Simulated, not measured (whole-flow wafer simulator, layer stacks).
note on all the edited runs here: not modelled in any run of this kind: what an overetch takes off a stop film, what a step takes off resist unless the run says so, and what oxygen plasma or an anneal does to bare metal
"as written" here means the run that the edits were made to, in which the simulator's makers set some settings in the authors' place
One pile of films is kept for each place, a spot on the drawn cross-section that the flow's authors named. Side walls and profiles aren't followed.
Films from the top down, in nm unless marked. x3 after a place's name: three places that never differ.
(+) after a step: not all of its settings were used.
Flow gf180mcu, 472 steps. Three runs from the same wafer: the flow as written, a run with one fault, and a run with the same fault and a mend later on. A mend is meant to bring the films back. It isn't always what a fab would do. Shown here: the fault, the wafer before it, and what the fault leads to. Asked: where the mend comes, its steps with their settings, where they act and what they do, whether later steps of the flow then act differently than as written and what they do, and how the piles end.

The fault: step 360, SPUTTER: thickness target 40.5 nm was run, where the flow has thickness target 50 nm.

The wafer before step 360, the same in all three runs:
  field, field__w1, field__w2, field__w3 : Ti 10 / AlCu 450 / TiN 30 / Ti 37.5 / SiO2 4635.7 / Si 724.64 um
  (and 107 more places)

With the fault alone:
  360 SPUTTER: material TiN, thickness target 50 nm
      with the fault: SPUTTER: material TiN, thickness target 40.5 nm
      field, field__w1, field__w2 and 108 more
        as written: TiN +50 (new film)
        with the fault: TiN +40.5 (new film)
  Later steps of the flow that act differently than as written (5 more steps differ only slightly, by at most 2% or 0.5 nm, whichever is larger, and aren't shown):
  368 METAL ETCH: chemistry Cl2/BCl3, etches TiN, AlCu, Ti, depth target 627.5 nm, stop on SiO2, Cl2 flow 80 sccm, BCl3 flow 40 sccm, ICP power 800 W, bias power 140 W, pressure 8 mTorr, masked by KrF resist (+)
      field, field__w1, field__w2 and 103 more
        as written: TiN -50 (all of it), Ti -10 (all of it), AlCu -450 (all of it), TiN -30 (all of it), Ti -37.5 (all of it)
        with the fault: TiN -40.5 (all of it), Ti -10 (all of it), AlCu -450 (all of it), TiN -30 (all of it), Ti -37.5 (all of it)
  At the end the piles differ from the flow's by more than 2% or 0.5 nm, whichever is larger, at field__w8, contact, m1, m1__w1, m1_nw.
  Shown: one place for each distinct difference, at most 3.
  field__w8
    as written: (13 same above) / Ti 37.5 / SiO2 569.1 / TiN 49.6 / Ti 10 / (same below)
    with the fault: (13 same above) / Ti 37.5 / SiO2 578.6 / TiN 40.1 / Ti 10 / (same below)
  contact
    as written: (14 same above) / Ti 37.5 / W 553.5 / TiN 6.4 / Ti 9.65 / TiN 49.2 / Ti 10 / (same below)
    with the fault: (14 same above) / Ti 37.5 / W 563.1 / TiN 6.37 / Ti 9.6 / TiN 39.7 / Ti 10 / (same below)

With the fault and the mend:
  The mend comes after step 360.
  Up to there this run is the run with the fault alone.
  360a SPUTTER: material TiN, thickness target 9.5 nm (the flow's step 360 once more, with other settings)
      field, field__w1, field__w2 and 108 more
        TiN +9.5
  No later step of the flow acts differently than as written at any place that is followed.
  At the end the piles are the same as the flow's at every place that both follow.
